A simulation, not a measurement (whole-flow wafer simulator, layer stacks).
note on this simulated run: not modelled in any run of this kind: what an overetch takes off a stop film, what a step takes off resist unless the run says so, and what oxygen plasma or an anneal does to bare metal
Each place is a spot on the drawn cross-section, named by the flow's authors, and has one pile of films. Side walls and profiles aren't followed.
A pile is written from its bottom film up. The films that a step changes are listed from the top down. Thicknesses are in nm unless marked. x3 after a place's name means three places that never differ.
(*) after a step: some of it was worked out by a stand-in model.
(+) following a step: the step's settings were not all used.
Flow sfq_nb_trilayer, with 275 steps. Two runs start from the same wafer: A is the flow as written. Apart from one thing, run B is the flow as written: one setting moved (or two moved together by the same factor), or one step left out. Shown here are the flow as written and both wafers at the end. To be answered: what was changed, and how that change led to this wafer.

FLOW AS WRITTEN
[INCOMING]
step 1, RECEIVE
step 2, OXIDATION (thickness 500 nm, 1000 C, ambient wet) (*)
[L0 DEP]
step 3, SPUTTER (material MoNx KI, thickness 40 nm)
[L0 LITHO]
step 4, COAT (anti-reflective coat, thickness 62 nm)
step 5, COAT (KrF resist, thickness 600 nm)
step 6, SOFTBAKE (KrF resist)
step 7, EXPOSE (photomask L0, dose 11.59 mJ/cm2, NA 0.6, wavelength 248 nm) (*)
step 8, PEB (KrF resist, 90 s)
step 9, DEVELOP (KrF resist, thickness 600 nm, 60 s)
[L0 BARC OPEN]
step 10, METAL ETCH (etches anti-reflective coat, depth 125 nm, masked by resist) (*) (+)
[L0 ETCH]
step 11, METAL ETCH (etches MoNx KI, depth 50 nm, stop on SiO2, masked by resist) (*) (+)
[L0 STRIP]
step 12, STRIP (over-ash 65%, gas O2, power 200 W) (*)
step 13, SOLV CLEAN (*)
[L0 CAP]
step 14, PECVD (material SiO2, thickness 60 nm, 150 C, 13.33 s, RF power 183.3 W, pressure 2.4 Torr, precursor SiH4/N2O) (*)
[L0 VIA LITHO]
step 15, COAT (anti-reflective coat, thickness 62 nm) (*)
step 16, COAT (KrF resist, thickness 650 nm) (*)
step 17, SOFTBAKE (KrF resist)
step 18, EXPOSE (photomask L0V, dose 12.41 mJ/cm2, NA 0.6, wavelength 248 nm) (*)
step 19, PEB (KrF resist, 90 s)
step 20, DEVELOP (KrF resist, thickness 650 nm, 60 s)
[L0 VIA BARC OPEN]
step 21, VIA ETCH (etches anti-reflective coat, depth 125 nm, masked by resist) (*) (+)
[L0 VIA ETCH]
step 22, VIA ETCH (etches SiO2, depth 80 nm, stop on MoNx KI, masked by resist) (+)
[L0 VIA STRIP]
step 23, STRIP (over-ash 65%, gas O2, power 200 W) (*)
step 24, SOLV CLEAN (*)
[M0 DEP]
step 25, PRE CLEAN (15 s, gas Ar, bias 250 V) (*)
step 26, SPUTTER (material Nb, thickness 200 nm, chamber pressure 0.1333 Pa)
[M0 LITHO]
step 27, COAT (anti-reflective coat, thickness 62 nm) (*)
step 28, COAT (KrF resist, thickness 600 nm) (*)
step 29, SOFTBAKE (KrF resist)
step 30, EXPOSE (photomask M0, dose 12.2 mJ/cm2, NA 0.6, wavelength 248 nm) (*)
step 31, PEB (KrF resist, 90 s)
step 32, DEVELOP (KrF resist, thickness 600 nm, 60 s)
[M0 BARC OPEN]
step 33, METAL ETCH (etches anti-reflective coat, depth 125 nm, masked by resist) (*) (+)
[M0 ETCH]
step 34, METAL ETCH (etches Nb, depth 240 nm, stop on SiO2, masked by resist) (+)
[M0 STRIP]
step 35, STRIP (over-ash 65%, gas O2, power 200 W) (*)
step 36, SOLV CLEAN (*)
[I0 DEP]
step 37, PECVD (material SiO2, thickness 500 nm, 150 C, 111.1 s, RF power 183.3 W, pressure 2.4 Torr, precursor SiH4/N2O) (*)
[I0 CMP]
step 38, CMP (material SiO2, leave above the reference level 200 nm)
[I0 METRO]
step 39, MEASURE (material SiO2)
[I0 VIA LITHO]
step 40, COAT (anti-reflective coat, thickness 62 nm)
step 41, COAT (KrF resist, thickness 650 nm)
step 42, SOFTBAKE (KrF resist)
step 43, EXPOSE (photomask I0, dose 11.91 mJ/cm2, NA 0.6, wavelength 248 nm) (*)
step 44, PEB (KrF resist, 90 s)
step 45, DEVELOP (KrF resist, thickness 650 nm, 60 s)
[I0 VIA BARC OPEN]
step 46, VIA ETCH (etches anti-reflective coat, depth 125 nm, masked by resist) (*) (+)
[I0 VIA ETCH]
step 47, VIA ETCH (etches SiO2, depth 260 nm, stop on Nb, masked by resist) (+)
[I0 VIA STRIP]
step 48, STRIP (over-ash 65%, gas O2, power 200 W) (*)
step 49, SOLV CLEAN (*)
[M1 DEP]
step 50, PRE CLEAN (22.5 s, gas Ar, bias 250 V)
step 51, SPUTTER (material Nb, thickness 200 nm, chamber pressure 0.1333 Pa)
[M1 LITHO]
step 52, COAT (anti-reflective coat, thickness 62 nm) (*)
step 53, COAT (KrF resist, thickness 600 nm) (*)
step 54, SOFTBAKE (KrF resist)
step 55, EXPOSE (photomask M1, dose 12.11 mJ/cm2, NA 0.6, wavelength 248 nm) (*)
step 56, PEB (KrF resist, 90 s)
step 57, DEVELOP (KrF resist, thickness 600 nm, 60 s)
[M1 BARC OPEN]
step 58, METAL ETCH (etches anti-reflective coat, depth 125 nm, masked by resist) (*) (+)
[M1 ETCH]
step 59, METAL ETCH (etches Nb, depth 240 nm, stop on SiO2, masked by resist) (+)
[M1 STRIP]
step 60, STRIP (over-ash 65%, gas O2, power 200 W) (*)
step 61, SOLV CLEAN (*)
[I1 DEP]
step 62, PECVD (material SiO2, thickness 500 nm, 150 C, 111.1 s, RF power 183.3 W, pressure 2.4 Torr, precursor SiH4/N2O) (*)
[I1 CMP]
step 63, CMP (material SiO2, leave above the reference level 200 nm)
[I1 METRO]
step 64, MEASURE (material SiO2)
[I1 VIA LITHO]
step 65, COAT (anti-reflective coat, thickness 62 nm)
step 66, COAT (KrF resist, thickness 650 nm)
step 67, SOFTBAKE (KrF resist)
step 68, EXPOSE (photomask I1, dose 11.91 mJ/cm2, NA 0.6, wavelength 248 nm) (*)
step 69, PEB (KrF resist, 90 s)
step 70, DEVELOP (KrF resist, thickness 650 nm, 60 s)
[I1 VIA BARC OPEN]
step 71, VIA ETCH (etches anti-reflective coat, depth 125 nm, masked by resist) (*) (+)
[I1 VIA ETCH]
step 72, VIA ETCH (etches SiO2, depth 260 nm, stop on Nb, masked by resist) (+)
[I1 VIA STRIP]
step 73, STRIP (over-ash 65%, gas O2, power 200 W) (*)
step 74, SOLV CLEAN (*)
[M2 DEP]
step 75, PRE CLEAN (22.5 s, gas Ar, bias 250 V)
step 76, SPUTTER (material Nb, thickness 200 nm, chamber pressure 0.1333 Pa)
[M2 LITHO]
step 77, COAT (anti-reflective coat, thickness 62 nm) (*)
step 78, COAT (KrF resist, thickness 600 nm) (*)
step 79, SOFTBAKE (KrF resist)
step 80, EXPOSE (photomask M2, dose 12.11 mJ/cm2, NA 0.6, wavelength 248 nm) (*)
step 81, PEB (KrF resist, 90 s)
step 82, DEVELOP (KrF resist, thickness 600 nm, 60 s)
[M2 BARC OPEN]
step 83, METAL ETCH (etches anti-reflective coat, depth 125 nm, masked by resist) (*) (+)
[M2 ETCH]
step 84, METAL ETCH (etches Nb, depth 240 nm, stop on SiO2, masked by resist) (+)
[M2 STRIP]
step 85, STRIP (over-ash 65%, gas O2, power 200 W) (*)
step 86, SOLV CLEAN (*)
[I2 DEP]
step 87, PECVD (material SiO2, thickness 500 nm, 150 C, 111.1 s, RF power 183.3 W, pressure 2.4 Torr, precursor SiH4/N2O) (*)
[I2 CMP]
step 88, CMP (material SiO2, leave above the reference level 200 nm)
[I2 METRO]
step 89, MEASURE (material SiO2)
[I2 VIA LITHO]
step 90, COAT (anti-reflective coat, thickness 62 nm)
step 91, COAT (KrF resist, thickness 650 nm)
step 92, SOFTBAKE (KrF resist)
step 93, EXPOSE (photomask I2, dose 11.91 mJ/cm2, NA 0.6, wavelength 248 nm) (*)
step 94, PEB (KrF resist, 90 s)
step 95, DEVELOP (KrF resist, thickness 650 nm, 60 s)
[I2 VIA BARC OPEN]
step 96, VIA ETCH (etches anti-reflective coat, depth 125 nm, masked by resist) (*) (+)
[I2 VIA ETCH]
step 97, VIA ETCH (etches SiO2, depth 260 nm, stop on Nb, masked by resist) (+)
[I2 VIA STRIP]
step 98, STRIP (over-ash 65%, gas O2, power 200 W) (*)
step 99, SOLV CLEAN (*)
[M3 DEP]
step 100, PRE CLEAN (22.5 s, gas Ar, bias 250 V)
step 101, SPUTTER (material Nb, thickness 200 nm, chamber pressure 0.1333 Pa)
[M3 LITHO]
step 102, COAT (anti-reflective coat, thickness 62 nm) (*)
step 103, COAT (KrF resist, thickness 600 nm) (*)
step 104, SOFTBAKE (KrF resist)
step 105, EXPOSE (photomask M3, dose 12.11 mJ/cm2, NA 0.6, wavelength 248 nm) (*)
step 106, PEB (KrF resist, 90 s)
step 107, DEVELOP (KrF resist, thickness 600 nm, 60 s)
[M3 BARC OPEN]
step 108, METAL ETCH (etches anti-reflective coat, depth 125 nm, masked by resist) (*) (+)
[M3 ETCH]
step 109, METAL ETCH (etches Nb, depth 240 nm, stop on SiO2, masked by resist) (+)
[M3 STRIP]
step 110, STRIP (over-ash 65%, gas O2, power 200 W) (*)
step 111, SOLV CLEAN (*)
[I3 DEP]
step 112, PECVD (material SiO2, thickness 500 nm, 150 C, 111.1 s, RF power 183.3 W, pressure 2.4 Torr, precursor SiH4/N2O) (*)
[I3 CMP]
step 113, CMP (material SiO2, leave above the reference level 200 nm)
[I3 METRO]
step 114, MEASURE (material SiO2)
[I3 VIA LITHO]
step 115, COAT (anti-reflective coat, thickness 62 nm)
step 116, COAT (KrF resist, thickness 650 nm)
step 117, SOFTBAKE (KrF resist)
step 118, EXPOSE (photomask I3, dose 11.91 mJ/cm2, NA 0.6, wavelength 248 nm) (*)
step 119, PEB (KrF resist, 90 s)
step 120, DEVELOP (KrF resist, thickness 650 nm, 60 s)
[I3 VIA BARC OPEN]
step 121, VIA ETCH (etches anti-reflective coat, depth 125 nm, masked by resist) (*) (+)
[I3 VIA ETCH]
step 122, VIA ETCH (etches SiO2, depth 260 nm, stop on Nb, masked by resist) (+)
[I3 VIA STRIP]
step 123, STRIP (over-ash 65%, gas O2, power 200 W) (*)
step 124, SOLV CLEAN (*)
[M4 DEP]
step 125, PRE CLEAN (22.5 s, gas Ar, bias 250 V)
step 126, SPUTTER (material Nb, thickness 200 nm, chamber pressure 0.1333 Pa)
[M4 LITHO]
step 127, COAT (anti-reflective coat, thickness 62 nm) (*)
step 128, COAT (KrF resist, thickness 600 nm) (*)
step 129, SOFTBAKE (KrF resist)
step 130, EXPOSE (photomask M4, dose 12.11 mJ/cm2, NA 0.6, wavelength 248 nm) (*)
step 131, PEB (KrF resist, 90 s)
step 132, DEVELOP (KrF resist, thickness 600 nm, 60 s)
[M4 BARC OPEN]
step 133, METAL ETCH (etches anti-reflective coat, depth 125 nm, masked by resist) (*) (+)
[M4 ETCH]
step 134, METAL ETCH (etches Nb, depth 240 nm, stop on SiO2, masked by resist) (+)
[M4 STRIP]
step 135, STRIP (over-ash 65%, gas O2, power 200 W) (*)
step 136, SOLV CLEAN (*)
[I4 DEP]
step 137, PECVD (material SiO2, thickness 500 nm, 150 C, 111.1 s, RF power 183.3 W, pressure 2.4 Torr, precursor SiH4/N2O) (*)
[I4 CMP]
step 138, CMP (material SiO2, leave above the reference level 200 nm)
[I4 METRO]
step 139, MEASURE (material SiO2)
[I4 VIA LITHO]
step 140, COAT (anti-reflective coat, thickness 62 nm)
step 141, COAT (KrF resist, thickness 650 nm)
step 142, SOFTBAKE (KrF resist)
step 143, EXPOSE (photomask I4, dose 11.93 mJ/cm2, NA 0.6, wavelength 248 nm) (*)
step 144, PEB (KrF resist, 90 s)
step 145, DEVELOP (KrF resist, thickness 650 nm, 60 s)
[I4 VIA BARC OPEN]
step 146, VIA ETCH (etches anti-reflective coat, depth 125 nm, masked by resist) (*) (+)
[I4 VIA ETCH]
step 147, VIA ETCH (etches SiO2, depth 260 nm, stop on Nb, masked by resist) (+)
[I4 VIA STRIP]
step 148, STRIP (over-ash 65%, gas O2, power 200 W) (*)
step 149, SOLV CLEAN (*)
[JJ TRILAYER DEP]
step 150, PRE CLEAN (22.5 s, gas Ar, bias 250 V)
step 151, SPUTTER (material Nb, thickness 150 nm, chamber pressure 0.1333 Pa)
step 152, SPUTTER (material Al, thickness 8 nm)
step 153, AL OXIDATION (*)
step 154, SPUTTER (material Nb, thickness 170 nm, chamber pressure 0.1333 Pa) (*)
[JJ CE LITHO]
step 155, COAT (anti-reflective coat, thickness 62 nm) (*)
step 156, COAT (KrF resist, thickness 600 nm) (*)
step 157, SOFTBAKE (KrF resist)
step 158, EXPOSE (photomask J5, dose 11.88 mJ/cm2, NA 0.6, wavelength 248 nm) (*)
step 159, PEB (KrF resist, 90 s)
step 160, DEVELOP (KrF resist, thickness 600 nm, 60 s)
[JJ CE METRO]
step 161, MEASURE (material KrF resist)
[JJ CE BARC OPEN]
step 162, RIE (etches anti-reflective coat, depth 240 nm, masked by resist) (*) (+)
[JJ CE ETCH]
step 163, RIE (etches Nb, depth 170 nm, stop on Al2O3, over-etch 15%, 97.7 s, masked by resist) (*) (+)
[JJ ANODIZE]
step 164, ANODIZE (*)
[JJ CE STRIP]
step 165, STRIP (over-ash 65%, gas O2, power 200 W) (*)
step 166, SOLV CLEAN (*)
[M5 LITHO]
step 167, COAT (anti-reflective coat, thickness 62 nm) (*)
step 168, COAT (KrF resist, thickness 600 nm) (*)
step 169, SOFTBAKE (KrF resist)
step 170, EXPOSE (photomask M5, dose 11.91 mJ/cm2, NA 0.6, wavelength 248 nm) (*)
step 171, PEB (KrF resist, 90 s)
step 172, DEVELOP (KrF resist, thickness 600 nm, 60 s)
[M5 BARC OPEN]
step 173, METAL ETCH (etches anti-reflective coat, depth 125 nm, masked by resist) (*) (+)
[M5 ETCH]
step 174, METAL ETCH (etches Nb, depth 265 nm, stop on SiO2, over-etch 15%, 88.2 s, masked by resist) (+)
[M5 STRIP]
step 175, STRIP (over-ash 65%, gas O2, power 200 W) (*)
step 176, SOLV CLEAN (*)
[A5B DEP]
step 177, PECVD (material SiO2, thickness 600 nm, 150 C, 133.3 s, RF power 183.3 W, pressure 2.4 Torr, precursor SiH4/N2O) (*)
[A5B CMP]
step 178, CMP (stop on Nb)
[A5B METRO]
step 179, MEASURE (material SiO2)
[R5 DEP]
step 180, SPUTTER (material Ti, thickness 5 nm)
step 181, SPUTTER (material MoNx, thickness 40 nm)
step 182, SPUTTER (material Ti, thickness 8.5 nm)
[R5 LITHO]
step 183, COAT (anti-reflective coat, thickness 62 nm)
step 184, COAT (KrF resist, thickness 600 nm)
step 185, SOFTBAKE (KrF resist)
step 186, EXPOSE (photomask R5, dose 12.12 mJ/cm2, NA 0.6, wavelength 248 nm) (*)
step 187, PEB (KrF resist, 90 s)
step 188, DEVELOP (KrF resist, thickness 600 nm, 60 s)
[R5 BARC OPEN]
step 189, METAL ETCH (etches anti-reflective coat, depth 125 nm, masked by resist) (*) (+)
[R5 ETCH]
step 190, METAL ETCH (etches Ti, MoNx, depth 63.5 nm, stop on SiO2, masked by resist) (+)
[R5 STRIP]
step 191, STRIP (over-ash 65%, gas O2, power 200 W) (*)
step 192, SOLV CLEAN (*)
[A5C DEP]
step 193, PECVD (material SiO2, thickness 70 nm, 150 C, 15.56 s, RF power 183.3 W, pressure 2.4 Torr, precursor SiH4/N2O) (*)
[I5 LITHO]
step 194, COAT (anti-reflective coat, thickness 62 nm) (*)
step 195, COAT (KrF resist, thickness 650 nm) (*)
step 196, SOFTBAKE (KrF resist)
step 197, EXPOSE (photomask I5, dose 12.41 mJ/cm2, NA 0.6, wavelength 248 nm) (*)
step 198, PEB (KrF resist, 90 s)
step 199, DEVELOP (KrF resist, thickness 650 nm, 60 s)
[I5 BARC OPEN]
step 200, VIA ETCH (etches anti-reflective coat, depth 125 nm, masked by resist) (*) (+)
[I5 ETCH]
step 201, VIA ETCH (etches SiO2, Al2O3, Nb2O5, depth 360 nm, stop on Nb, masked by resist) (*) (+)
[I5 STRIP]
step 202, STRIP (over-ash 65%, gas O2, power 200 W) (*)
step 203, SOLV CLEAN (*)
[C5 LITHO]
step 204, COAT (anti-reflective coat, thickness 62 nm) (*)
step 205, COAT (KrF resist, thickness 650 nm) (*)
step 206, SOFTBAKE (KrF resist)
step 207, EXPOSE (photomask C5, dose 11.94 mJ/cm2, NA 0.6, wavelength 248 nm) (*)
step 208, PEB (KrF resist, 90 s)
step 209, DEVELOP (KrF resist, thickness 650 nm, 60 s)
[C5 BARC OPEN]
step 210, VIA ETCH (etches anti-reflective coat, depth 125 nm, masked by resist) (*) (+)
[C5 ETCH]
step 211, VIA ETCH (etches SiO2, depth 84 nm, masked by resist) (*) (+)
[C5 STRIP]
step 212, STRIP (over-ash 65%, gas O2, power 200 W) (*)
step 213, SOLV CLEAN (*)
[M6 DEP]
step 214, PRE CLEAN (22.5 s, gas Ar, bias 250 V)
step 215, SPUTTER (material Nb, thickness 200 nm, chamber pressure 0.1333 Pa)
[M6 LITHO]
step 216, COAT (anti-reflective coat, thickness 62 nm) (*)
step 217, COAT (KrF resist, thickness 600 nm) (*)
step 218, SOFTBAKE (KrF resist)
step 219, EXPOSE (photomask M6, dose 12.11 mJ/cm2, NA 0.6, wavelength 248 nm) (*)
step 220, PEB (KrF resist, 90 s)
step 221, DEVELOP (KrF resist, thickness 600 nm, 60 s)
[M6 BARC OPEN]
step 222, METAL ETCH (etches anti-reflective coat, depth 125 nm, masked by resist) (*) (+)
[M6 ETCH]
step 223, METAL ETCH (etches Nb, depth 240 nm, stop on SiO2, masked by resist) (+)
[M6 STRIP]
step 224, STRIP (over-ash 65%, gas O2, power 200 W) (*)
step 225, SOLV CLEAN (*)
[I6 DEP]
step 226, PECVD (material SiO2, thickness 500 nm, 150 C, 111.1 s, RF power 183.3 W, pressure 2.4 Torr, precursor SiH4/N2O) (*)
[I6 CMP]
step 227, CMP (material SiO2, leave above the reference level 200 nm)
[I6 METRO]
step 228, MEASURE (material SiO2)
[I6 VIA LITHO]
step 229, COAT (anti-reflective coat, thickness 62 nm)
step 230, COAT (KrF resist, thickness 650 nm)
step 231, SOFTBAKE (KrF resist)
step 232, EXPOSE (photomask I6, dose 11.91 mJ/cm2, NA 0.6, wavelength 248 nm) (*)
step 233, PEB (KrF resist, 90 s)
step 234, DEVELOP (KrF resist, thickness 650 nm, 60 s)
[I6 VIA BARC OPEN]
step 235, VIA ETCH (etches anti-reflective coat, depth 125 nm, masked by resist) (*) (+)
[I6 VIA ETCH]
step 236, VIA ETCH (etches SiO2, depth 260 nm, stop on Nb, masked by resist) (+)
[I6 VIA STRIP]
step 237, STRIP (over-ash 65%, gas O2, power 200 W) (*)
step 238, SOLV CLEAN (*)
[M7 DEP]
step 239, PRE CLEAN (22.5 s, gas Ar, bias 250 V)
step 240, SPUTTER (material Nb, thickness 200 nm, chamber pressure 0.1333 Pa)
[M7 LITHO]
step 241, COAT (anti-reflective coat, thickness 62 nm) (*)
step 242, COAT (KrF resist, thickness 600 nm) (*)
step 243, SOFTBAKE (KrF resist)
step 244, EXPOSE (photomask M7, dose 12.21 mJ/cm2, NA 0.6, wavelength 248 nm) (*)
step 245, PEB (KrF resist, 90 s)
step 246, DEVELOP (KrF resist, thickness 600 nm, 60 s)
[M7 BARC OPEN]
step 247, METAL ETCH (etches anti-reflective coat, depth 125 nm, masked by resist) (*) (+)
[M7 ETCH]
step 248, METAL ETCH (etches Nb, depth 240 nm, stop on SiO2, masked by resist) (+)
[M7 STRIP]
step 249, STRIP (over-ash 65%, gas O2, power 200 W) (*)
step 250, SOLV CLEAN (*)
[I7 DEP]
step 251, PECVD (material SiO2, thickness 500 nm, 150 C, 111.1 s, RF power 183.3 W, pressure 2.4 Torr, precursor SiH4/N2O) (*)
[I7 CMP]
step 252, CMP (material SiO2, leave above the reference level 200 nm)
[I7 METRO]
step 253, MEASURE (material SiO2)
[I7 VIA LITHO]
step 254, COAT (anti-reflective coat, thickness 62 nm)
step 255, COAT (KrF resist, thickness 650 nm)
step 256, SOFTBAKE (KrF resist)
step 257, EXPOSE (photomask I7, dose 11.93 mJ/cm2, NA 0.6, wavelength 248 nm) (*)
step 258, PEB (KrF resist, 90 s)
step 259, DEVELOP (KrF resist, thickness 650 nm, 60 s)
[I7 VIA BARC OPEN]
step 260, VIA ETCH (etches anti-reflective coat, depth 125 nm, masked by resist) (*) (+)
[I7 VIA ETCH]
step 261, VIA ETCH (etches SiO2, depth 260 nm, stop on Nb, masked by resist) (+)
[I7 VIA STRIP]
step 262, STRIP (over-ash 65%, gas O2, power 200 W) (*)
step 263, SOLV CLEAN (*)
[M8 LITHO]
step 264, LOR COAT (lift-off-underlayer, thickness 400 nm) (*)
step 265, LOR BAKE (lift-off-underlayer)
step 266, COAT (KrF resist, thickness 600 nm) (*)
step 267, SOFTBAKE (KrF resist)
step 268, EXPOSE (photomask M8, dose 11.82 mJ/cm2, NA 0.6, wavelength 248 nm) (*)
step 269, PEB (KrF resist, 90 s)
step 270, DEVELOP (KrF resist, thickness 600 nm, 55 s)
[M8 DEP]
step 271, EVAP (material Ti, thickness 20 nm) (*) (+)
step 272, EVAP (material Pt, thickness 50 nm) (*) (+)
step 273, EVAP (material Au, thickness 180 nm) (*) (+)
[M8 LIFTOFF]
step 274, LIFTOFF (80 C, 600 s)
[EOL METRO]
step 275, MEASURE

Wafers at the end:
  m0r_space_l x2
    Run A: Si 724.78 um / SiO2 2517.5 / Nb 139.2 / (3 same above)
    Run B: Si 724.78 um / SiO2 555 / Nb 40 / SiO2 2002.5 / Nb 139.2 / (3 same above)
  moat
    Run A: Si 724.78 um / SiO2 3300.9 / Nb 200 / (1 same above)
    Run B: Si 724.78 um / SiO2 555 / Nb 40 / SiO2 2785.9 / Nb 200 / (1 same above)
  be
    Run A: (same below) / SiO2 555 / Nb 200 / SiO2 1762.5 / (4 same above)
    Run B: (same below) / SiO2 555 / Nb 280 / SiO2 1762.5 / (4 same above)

What caused this: step 26, SPUTTER: thickness 280 nm was run, while the flow as written has thickness 200 nm.
One can read it off the wafer: be has Nb 280, and step 26 as written asks for 200 nm.

The path from the change to this, step by step:
  step 26, SPUTTER (material Nb, thickness 200 nm, chamber pressure 0.1333 Pa)
      field_l, v_sur, via_wl and 102 more: A Nb gains 200 (new film) | B Nb gains 280 (new film)
      l0v: A Nb gains 195.7 (new film) | B Nb gains 275.9 (new film)
  step 34, METAL ETCH (etches Nb, depth 240 nm, stop on SiO2, masked by resist) (+)
      moat, m0r_space_l x2: A Nb loses 200 (all of it) | B Nb loses 240
  step 37, PECVD (material SiO2, thickness 500 nm, 150 C, 111.1 s, RF power 183.3 W, pressure 2.4 Torr, precursor SiH4/N2O) (*)
      moat, m0r_space_l x2: A SiO2 gains 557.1 | B SiO2 gains 597.1 (new film)
If metal films that touch count as one body, m0r_space_l x2 has 2 bodies (between them, from the top down: SiO2 2002.5); the flow as written gives 1 body.
If metal films that touch count as one body, moat has 2 bodies (between them, from the top down: SiO2 2785.9); the flow as written gives 1 body.
